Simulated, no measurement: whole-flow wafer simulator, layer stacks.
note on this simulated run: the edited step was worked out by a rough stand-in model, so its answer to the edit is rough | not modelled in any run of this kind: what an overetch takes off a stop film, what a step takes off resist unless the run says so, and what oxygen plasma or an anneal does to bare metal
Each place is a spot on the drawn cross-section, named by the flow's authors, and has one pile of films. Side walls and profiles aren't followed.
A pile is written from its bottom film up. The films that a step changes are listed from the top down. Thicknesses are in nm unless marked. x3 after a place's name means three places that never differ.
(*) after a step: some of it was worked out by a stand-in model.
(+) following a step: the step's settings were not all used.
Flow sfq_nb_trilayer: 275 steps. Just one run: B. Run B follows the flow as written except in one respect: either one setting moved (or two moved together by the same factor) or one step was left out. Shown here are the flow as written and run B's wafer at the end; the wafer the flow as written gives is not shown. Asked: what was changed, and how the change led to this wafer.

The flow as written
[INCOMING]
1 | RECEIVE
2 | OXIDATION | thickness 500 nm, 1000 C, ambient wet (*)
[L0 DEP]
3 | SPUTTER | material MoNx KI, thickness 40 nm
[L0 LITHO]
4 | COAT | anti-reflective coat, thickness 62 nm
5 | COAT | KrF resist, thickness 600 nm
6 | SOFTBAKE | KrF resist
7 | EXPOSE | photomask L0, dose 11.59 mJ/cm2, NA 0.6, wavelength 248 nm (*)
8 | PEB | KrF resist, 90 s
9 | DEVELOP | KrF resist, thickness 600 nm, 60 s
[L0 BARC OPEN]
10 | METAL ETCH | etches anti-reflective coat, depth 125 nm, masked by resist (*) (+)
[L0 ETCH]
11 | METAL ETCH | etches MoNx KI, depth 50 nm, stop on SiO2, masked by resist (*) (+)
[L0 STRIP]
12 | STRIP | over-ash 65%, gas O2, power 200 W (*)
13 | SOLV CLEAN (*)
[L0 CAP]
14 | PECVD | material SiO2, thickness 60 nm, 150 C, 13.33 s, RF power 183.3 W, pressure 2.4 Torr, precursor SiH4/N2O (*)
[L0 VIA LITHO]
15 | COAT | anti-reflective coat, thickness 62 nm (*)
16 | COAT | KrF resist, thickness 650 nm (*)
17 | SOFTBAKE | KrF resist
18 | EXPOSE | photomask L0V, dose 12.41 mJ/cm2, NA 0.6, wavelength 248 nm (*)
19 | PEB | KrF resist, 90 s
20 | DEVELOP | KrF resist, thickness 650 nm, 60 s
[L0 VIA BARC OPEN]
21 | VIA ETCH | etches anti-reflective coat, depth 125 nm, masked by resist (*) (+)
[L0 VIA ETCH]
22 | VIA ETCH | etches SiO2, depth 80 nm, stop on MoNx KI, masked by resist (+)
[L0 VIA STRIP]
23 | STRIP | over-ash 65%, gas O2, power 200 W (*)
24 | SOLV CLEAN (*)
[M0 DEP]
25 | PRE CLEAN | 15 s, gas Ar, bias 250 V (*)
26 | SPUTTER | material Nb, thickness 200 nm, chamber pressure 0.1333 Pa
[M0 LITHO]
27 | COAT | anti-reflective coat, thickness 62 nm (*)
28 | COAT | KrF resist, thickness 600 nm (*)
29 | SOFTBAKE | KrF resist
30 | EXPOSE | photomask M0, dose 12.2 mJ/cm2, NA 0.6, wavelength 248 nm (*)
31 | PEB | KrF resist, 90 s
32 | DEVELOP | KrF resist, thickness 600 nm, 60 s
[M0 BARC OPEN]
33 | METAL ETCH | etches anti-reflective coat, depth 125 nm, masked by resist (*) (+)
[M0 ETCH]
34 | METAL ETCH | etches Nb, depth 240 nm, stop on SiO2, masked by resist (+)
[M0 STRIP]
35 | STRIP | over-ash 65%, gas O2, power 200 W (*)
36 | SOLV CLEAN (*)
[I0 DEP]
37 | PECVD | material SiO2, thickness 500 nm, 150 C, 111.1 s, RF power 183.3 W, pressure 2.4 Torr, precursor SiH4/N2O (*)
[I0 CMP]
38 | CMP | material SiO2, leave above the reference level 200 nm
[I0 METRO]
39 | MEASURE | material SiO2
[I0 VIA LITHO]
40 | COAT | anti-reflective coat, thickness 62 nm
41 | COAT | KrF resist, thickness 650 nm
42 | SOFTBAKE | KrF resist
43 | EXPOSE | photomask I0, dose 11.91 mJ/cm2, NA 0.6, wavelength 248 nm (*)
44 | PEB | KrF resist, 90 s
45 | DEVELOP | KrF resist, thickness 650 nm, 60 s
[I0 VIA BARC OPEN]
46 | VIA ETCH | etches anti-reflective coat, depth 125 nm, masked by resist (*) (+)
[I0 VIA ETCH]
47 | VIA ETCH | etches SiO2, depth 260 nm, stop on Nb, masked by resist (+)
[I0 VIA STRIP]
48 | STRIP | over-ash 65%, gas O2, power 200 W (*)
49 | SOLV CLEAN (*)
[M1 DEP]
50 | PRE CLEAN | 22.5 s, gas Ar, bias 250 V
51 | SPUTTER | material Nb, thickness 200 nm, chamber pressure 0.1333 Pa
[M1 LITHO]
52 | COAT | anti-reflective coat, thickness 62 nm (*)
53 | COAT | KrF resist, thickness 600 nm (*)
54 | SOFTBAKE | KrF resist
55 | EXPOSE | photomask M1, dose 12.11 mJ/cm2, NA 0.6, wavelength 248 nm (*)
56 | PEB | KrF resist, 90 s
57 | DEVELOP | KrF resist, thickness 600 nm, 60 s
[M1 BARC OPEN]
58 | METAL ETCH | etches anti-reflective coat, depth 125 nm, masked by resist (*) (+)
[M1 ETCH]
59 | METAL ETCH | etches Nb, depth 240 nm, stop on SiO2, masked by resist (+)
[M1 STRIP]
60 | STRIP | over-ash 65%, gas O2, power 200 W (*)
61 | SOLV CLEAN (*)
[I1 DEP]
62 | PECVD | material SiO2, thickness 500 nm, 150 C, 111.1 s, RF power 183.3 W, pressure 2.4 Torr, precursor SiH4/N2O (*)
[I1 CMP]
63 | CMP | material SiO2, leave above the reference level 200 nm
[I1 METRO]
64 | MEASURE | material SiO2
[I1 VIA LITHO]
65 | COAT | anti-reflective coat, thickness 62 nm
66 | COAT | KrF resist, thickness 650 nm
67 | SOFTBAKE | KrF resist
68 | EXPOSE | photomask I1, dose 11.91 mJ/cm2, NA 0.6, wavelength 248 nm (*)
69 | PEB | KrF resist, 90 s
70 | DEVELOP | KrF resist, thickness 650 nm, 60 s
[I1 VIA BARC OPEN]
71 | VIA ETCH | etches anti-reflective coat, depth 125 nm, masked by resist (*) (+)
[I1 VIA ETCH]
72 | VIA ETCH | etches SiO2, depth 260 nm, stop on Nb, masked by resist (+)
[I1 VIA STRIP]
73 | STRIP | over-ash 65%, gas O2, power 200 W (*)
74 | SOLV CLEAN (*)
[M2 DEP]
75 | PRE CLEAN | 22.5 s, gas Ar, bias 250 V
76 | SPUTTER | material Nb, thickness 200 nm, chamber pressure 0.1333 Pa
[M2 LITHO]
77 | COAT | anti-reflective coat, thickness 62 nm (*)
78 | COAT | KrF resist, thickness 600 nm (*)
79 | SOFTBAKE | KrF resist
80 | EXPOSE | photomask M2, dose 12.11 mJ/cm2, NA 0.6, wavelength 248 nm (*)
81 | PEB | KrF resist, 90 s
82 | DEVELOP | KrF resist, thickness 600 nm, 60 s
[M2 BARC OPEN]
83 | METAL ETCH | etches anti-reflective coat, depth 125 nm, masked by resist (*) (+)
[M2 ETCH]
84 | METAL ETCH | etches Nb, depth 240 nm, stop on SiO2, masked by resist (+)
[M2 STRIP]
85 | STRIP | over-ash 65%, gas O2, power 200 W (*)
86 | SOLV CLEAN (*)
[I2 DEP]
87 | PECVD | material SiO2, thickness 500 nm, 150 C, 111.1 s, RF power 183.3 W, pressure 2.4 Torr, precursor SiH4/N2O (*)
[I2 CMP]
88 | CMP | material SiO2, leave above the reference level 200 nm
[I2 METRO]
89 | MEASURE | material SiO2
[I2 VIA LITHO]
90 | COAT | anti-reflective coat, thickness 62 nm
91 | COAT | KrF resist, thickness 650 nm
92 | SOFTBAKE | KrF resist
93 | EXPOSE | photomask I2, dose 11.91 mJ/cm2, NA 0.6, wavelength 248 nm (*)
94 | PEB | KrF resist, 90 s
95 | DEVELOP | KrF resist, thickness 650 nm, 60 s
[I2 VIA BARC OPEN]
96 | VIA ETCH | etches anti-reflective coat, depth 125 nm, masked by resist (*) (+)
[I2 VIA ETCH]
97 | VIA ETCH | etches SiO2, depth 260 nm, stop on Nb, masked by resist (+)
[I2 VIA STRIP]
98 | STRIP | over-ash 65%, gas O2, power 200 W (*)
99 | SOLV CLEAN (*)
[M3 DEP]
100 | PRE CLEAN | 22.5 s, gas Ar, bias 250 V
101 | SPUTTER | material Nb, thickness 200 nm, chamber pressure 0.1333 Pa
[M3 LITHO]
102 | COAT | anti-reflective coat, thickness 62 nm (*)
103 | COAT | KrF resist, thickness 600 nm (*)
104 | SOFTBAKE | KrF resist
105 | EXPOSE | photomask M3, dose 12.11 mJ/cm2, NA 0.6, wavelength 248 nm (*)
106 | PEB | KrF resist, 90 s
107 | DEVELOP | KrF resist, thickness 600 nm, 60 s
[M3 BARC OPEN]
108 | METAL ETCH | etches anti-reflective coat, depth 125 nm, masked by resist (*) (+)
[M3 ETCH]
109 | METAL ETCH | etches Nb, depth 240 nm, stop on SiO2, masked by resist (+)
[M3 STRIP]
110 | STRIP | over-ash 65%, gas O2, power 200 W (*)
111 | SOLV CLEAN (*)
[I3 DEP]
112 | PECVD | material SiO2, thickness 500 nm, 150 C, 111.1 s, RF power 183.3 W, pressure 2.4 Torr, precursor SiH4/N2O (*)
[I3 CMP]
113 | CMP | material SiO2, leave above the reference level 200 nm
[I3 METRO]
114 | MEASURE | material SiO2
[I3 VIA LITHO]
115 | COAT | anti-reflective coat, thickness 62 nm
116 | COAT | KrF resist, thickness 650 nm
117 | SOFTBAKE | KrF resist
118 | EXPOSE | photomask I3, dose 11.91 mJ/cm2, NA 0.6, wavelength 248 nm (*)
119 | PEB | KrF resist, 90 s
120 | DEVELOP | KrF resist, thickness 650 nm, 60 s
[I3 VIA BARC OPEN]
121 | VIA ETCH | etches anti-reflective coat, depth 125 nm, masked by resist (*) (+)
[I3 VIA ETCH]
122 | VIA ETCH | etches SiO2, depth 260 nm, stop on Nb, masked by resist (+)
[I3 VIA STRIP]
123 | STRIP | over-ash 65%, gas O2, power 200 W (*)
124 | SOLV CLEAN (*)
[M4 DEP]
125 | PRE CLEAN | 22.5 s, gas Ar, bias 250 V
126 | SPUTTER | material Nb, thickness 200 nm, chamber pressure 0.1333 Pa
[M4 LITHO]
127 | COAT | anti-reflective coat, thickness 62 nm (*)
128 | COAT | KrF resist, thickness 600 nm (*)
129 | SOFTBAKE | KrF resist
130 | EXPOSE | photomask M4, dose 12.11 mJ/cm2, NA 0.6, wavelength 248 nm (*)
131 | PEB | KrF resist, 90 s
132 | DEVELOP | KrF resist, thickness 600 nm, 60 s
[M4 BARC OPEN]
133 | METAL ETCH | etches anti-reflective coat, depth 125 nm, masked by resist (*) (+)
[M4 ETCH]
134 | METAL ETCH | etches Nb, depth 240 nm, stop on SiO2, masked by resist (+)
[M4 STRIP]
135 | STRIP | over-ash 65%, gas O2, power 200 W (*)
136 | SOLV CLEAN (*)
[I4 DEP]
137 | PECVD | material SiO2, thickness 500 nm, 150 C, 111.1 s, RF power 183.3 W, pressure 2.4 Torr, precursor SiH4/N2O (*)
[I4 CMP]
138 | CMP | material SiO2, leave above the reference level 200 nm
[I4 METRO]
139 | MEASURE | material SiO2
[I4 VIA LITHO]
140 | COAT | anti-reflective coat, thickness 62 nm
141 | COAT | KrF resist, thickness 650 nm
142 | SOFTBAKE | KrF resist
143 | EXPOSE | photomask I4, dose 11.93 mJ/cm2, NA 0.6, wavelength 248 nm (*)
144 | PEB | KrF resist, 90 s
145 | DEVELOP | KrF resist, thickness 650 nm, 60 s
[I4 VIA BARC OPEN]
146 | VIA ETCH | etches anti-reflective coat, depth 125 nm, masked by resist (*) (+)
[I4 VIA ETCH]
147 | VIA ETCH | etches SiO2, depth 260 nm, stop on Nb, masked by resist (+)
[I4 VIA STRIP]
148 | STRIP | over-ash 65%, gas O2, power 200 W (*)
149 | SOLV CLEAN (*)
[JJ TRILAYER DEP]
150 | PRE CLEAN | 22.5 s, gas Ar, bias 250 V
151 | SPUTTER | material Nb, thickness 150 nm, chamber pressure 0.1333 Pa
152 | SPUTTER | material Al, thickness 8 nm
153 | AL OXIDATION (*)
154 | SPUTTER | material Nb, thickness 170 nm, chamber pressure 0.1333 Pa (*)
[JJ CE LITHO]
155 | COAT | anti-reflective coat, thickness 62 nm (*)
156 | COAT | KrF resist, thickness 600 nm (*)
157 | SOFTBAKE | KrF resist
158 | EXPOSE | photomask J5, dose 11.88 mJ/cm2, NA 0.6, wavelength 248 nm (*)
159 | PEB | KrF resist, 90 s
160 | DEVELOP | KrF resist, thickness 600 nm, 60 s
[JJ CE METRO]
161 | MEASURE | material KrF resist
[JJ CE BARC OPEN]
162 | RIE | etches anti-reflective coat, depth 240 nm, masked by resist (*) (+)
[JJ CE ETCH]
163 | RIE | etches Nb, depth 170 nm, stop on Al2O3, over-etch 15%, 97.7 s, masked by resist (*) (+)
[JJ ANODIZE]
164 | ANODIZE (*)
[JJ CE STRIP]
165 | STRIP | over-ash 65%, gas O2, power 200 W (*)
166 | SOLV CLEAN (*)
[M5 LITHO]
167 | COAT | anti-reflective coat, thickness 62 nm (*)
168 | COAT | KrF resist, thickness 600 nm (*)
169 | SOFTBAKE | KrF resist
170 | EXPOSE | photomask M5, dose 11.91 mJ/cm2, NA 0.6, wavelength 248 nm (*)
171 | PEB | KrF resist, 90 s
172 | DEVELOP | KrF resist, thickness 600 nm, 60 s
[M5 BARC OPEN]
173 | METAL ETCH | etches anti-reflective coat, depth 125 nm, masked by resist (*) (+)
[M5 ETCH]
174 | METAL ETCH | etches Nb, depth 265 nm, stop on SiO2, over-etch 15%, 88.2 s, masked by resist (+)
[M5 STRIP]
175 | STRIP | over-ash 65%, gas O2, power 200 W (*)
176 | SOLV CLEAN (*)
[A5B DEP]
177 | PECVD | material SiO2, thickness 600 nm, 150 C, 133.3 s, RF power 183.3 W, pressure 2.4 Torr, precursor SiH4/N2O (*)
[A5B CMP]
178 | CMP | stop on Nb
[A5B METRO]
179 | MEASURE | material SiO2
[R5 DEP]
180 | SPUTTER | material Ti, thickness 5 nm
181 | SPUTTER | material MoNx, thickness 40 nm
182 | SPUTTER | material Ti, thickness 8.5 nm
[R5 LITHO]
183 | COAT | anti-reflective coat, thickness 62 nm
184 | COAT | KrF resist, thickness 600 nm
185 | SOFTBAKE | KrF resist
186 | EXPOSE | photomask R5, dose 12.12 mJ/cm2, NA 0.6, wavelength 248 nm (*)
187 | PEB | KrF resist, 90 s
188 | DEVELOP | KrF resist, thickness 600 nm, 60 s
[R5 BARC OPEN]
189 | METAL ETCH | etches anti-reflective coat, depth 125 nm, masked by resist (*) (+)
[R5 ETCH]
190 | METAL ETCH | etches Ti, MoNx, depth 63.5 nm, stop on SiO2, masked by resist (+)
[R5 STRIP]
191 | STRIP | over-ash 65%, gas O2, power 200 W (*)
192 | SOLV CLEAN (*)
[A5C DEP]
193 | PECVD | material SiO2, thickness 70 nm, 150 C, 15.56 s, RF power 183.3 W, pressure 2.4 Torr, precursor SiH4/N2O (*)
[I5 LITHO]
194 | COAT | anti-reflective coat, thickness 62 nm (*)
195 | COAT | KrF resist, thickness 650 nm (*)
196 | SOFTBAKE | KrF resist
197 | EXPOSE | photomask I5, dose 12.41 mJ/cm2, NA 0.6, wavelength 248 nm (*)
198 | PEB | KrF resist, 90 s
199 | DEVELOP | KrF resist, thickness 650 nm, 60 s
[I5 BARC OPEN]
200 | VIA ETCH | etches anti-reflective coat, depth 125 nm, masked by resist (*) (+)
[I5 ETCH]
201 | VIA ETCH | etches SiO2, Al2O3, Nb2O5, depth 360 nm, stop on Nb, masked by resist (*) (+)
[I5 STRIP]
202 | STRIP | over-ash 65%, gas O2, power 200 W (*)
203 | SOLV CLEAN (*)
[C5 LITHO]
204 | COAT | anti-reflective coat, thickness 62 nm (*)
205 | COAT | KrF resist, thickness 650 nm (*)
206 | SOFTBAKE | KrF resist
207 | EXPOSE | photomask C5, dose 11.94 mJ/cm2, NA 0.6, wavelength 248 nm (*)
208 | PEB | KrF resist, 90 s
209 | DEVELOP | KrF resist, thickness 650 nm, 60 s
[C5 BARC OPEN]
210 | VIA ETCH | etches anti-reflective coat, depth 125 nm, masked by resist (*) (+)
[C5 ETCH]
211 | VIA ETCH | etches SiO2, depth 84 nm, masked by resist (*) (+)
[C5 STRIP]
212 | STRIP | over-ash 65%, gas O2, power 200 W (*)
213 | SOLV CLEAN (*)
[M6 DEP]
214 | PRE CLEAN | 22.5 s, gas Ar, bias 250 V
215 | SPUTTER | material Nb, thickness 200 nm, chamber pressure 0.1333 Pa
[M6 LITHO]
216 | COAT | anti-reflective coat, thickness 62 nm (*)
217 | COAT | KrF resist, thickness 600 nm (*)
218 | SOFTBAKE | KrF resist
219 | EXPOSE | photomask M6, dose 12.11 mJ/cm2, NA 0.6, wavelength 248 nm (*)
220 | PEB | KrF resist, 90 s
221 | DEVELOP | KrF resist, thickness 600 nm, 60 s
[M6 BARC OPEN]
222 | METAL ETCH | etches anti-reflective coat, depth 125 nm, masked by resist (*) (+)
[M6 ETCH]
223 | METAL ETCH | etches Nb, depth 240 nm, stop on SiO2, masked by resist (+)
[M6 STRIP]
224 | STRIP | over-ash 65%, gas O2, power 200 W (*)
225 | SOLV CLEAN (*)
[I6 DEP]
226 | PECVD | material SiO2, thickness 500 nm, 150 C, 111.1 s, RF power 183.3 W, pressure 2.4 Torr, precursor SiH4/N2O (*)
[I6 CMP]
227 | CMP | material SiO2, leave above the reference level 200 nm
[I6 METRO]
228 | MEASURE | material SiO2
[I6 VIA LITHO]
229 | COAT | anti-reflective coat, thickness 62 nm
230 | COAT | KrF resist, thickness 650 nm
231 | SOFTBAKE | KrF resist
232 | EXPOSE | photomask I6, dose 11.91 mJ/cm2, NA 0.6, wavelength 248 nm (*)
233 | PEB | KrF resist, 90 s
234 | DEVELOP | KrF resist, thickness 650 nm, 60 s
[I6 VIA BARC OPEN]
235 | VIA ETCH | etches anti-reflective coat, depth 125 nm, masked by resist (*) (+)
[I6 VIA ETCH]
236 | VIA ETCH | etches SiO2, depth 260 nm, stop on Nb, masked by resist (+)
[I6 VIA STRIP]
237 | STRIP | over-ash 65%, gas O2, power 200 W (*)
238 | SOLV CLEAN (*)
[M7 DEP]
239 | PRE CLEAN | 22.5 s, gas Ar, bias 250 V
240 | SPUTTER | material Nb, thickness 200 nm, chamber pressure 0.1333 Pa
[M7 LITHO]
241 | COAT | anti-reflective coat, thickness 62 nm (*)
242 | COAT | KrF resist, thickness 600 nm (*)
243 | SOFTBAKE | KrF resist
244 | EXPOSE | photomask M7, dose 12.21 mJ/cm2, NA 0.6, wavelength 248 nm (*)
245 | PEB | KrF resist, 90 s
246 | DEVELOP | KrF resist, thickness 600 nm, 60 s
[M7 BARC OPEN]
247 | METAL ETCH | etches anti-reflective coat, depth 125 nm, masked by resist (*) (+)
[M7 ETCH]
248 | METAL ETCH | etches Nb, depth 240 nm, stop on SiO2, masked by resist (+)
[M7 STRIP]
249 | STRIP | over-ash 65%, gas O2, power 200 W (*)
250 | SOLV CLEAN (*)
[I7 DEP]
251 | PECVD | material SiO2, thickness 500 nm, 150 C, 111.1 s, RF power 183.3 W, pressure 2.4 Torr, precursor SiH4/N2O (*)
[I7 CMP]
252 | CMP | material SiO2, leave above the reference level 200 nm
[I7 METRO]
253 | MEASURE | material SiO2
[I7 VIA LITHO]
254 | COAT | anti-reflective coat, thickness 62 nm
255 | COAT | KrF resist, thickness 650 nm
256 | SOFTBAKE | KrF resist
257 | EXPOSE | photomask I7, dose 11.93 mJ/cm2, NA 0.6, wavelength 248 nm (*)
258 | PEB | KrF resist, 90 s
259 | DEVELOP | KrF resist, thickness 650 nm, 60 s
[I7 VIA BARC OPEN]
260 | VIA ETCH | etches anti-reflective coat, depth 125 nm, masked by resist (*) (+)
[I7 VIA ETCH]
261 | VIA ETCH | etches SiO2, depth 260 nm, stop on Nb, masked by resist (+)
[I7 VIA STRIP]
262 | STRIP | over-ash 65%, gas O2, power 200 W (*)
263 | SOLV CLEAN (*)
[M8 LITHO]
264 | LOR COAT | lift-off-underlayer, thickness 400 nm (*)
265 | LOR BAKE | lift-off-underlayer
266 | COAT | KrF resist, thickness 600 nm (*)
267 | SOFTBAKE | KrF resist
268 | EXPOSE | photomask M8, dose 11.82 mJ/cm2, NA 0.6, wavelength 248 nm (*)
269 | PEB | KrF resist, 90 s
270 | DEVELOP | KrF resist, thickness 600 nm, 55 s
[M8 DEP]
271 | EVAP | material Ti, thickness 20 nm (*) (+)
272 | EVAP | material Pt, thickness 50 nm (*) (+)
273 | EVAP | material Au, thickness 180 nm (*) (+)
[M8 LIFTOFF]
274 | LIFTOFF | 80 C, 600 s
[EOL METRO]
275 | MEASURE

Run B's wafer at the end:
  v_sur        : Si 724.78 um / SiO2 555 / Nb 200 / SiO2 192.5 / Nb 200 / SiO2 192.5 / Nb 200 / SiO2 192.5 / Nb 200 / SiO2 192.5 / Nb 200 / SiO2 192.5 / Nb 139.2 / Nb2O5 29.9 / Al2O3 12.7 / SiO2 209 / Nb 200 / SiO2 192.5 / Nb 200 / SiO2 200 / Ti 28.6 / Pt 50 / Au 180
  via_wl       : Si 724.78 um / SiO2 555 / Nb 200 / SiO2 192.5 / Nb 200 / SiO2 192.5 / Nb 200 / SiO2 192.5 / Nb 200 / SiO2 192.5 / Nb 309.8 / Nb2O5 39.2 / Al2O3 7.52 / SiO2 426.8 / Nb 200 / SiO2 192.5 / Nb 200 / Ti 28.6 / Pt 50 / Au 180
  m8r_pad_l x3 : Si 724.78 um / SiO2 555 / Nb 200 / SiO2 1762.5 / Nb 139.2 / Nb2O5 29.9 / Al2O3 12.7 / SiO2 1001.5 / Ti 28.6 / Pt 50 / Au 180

What caused this: step 271, EVAP: thickness 28.6 nm was run, while the flow as written has thickness 20 nm.
The wafer itself shows it: v_sur has Ti 28.6, and step 271 as written asks for 20 nm.

Step by step, how the change led to this:
  271 | EVAP | material Ti, thickness 20 nm (*) (+)
      field_l, v_sur, via_wl and 103 more: +28.6 Ti (new film) (it would be, as written: +20 Ti (new film))
  274 | LIFTOFF | 80 C, 600 s
      p4_fl x3, p4_w1 x9, p4_g1 x2 and 60 more: -180 Au (all of it), -50 Pt (all of it), -28.6 Ti (all of it), -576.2 KrF resist (all of it), -400 lift-off-underlayer (all of it) (it would be, as written: -180 Au (all of it), -50 Pt (all of it), -20 Ti (all of it), -576.2 KrF resist (all of it), -400 lift-off-underlayer (all of it))
      c5j, ce_r: -180 Au (all of it), -50 Pt (all of it), -28.6 Ti (all of it), -573.3 KrF resist (all of it), -399.3 lift-off-underlayer (all of it) (it would be, as written: -180 Au (all of it), -50 Pt (all of it), -20 Ti (all of it), -573.3 KrF resist (all of it), -399.3 lift-off-underlayer (all of it))
      (also at 19 further places)
